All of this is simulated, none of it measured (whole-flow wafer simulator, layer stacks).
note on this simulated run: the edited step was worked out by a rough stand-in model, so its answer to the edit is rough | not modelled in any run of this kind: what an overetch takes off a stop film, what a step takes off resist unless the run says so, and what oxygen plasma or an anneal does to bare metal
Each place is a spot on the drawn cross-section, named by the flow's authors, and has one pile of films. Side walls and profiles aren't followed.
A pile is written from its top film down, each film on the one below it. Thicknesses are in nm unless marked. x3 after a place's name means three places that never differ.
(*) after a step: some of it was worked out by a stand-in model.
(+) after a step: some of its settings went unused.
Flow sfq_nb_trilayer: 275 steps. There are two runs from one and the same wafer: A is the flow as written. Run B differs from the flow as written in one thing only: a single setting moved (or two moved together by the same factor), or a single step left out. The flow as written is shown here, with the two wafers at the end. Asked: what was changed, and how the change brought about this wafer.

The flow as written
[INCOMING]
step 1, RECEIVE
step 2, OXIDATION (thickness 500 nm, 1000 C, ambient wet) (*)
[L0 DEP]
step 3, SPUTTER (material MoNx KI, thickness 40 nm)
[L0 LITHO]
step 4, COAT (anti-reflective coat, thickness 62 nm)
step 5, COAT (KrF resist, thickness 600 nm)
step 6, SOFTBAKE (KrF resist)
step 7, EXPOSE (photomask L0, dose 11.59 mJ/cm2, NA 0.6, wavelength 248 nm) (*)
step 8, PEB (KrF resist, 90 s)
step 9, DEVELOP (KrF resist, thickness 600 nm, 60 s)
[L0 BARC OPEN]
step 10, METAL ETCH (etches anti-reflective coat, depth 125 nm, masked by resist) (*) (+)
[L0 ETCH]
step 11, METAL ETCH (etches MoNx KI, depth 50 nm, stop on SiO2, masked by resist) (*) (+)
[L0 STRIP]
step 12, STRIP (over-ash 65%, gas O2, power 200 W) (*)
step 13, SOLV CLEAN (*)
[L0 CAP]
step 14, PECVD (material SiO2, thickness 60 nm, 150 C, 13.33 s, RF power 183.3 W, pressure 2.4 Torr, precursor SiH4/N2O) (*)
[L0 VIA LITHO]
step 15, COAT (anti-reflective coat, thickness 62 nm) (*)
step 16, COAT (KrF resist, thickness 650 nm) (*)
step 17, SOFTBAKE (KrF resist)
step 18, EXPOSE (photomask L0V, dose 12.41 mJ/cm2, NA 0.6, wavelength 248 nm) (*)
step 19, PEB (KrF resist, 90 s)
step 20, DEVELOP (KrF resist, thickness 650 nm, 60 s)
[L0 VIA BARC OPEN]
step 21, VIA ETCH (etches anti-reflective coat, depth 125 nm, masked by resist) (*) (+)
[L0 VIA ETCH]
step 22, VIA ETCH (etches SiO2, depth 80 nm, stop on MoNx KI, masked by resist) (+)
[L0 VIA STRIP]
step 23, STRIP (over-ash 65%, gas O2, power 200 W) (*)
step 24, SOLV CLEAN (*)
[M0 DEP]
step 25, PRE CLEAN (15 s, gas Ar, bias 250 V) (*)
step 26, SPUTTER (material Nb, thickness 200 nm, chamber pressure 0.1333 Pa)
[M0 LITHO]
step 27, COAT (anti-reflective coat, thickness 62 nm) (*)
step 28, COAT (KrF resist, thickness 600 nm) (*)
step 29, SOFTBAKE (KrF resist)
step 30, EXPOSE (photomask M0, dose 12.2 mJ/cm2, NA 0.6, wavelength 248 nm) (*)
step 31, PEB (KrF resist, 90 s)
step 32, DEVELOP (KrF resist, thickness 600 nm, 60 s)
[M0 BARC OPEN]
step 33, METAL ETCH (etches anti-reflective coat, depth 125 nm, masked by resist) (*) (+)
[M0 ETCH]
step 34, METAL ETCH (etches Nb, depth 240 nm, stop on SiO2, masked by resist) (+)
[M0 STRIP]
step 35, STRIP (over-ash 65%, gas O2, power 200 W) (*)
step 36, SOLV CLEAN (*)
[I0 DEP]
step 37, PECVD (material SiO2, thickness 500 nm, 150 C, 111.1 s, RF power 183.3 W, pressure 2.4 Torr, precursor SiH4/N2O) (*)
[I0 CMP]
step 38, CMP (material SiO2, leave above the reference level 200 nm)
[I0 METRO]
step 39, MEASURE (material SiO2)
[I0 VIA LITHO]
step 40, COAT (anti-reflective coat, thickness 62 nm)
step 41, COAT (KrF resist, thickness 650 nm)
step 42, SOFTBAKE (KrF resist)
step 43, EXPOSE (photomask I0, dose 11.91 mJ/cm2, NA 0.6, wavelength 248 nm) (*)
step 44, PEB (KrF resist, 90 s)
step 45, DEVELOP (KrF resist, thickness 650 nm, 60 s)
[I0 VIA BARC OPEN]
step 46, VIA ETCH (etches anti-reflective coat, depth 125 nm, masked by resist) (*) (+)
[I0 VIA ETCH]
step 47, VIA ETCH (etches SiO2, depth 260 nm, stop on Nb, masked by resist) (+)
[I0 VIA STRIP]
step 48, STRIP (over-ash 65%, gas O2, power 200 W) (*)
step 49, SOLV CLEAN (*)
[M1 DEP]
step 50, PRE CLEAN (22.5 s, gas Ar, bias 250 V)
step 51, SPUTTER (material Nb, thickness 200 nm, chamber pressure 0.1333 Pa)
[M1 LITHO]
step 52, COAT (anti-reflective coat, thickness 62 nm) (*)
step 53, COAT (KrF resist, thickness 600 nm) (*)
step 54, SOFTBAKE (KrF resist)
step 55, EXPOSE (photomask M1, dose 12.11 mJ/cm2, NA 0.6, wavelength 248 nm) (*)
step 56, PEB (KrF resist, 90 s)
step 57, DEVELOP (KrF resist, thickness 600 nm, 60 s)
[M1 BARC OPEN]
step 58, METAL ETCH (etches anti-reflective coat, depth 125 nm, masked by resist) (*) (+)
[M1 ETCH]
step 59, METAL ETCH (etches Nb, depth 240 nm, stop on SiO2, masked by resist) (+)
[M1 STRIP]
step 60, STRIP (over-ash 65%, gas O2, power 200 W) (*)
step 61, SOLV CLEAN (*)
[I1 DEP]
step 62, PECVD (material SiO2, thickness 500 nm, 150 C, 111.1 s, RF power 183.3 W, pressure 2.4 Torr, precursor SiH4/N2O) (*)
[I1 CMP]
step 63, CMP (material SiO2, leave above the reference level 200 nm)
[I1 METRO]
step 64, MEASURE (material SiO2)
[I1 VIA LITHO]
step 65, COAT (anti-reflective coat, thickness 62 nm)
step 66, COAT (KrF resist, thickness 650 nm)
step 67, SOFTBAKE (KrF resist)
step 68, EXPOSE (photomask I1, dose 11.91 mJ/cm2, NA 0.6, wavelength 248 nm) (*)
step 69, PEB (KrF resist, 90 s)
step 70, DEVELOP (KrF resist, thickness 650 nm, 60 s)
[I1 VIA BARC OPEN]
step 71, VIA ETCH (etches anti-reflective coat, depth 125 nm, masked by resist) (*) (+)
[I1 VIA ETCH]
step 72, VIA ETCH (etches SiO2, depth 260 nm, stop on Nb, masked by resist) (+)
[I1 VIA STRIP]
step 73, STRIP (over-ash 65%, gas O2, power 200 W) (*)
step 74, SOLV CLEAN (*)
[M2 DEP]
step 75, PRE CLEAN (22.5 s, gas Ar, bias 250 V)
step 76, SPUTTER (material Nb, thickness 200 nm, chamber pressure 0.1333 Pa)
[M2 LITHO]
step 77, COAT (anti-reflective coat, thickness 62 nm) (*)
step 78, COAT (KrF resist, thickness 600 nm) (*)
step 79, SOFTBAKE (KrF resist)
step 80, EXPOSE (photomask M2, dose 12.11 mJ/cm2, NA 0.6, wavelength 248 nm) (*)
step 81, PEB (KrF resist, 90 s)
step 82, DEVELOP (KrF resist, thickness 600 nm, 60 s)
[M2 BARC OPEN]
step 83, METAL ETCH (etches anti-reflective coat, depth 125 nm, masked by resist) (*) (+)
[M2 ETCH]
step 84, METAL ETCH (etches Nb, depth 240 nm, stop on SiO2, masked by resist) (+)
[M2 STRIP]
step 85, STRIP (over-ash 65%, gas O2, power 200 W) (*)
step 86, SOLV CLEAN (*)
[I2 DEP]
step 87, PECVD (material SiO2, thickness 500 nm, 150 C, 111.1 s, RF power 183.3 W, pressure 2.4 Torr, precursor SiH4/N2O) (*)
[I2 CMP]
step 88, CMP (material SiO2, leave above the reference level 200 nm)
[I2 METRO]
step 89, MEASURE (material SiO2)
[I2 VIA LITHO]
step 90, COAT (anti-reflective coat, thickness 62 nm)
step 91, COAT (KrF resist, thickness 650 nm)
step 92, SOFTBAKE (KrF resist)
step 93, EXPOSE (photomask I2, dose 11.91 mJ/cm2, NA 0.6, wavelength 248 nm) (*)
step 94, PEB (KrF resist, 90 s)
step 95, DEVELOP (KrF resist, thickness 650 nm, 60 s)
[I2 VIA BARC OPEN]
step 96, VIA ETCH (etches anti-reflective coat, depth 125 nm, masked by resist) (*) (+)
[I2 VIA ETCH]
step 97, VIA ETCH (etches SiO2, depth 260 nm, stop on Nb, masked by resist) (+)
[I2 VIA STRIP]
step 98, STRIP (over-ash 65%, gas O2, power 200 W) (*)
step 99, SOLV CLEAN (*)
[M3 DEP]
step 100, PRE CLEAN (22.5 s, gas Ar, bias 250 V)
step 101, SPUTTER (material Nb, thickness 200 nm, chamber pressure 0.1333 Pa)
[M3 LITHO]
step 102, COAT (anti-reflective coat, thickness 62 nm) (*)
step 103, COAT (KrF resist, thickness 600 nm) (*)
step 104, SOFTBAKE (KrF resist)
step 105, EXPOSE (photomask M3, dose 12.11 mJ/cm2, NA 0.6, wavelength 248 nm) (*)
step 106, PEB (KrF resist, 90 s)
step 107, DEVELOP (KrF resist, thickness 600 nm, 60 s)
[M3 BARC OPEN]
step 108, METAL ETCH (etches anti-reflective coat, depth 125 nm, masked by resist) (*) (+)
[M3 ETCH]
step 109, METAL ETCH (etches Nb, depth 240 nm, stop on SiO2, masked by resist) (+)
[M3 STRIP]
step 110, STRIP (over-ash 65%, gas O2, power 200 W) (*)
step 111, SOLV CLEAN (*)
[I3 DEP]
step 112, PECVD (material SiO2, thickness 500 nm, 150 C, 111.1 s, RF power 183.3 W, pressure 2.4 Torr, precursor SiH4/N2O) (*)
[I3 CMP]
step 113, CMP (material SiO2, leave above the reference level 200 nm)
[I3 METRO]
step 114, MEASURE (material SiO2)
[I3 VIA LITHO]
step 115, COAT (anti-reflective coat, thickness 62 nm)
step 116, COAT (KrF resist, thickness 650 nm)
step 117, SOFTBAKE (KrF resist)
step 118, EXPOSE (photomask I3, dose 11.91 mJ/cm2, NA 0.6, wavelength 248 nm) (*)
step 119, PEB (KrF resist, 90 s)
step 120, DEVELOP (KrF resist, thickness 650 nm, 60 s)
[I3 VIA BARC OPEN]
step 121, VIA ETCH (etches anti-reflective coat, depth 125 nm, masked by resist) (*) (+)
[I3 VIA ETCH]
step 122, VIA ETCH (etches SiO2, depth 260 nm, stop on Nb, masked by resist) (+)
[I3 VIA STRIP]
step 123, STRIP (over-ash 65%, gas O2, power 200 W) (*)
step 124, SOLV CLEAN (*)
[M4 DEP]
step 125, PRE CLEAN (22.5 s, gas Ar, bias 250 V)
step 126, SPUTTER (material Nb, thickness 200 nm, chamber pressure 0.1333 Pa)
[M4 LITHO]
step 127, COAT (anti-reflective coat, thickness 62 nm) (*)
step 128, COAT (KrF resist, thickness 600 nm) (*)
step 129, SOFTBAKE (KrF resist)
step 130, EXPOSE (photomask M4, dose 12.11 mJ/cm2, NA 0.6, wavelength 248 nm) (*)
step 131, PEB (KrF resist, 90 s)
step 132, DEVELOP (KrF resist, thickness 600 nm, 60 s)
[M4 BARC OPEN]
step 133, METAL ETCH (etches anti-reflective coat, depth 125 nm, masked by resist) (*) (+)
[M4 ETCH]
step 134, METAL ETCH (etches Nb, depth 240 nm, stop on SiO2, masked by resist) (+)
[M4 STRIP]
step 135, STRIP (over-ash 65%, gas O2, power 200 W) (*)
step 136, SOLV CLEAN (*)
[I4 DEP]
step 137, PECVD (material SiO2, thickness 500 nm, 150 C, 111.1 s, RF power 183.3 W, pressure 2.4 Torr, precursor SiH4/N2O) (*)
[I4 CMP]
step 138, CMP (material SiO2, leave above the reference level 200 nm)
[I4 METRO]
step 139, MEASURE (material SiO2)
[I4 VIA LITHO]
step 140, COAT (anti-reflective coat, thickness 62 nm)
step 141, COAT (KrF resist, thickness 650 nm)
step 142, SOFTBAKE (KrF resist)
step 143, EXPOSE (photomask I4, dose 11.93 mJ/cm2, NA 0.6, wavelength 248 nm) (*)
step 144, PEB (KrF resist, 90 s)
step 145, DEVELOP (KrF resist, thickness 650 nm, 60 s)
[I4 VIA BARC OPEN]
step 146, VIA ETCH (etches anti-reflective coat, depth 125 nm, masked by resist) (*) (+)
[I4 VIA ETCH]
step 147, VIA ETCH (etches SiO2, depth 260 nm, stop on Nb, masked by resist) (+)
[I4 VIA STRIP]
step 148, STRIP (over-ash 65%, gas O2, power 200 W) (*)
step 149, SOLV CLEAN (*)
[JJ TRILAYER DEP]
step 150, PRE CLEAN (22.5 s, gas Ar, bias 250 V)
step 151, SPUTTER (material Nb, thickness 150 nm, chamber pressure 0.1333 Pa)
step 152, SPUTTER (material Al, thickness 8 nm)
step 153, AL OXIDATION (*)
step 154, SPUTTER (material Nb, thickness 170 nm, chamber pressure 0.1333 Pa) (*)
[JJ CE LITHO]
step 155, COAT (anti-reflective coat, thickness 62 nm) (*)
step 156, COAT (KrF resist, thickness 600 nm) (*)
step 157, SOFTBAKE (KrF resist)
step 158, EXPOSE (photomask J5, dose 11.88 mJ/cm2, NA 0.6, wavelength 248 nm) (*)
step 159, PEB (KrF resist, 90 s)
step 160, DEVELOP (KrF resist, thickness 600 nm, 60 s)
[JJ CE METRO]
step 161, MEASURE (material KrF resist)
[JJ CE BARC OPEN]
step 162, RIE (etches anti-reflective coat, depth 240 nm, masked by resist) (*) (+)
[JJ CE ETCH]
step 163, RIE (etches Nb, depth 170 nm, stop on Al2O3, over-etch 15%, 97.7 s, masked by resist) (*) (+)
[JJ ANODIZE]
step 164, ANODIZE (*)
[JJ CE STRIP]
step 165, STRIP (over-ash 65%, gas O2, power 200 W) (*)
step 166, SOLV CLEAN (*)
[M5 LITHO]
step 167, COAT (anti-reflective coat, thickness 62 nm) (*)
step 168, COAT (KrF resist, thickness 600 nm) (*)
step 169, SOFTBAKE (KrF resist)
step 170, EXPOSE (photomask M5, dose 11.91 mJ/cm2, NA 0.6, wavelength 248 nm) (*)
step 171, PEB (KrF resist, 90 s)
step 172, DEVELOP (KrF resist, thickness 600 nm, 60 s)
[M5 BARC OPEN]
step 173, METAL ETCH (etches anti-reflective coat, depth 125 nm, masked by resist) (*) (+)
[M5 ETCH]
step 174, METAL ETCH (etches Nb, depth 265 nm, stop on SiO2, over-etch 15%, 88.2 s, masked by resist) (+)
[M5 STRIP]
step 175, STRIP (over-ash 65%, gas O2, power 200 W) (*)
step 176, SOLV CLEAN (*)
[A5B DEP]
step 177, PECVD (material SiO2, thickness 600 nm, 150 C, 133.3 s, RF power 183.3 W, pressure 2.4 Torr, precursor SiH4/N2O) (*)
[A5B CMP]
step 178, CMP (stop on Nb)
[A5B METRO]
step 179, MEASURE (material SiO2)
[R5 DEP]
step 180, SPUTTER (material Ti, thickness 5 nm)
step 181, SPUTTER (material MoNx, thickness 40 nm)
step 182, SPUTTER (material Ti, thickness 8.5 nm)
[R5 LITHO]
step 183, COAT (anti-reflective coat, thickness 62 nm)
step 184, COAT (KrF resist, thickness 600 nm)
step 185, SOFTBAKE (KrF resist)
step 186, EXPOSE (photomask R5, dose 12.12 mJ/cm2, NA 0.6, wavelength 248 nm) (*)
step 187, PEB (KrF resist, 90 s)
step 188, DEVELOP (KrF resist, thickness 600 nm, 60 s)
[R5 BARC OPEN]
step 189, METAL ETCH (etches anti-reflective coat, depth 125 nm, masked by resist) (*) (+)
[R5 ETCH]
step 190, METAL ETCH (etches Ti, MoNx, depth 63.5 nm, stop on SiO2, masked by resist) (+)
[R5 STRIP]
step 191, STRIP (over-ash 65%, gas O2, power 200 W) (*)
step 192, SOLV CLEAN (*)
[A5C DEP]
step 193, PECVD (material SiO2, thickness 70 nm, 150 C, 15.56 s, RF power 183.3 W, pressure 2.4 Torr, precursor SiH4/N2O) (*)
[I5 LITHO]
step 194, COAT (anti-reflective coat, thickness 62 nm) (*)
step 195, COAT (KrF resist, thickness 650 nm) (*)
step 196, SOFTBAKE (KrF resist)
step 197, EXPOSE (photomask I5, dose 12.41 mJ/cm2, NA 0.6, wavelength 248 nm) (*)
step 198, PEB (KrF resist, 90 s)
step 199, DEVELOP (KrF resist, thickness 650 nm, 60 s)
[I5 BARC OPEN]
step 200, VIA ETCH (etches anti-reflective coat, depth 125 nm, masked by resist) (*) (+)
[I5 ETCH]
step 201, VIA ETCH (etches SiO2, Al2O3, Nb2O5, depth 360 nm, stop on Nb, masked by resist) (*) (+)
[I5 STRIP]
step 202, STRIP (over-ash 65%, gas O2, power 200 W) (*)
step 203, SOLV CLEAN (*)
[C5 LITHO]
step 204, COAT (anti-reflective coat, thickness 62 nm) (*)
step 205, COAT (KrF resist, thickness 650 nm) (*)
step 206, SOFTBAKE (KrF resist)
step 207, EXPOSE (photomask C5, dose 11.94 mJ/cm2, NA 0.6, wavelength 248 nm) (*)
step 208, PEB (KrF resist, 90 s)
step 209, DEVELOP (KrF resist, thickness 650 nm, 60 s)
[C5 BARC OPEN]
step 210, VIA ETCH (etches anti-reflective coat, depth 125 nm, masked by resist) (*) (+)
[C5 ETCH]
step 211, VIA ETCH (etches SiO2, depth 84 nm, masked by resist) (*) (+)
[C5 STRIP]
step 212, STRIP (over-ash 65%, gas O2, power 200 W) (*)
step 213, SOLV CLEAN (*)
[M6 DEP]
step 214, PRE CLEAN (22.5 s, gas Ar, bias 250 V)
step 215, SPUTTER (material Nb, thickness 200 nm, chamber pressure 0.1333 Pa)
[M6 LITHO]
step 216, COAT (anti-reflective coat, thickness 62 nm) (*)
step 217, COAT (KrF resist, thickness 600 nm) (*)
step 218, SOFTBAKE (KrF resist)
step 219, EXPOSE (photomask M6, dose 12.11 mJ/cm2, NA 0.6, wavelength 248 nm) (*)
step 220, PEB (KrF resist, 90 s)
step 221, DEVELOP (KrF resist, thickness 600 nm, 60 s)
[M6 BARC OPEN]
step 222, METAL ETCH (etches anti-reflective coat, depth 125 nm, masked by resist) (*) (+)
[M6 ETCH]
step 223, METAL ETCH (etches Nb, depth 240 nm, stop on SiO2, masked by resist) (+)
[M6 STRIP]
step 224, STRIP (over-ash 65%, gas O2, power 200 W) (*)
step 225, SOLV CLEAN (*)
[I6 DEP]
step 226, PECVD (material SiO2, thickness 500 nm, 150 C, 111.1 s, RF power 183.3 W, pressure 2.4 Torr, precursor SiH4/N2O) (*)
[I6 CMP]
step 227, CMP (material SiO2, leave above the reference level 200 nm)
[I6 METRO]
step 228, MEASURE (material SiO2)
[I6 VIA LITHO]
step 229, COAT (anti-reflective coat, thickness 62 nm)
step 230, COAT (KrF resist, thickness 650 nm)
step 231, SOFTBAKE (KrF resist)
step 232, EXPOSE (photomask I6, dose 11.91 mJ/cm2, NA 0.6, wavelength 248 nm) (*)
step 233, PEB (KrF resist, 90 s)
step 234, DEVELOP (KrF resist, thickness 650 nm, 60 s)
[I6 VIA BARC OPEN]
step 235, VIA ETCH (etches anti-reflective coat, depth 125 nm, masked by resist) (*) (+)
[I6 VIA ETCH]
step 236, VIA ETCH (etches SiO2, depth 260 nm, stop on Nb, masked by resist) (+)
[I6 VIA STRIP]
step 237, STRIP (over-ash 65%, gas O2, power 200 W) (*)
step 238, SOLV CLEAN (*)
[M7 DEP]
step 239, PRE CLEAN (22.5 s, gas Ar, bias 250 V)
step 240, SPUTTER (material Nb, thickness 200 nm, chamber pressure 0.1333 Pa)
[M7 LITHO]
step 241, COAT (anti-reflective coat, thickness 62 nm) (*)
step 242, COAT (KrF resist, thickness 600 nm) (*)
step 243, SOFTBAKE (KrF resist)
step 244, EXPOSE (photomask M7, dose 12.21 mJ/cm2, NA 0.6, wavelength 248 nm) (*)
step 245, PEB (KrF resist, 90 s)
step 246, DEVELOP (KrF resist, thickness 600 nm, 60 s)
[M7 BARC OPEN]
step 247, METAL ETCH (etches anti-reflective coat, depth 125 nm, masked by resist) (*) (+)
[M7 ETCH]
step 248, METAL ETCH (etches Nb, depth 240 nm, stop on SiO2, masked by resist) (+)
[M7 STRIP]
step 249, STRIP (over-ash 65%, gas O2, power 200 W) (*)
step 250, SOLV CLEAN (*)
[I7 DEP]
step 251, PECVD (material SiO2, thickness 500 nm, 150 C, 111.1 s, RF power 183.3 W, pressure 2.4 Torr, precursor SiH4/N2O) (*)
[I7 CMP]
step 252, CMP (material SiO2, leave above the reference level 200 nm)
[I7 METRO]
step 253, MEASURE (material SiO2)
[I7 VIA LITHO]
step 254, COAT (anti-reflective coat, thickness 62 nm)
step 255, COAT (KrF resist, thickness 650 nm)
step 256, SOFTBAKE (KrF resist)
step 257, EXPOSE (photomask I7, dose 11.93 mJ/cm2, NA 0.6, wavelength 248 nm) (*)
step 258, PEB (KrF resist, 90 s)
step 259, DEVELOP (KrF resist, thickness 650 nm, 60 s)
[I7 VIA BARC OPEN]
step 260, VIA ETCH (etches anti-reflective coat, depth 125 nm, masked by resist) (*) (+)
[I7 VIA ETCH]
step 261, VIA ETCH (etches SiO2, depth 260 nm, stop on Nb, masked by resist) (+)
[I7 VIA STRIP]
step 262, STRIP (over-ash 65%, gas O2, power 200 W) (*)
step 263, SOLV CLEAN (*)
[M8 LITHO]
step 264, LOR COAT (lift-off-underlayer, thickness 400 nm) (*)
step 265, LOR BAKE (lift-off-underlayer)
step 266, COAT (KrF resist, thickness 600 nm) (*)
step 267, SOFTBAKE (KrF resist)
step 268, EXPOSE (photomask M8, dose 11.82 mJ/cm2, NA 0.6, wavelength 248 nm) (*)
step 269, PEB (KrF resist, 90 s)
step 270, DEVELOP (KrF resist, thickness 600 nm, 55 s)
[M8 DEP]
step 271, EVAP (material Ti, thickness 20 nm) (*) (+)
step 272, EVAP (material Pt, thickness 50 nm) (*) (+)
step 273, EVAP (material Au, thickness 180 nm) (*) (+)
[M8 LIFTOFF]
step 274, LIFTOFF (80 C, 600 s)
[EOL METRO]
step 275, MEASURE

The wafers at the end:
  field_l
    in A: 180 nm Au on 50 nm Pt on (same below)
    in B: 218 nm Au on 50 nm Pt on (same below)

The reason: step 273, EVAP: thickness 218 nm was run, whereas the flow has thickness 180 nm.
One can read it off the wafer: field_l has Au 218, and step 273 as written asks for 180 nm.

How this came from the change, step by step:
  step 273, EVAP (material Au, thickness 180 nm) (*) (+)
      field_l, v_sur, via_wl and 103 more: A +180 Au (new film) | B +218 Au (new film)
  step 274, LIFTOFF (80 C, 600 s)
      p4_fl, p4_fm, p4_w1 and 71 more: A -180 Au (all of it), -50 Pt (all of it), -20 Ti (all of it), -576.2 KrF resist (all of it), -400 lift-off-underlayer (all of it) | B -218 Au (all of it), -50 Pt (all of it), -20 Ti (all of it), -576.2 KrF resist (all of it), -400 lift-off-underlayer (all of it)
      c5j, ce_r: A -180 Au (all of it), -50 Pt (all of it), -20 Ti (all of it), -573.3 KrF resist (all of it), -399.3 lift-off-underlayer (all of it) | B -218 Au (all of it), -50 Pt (all of it), -20 Ti (all of it), -573.3 KrF resist (all of it), -399.3 lift-off-underlayer (all of it)
      (and at 19 other places as well)
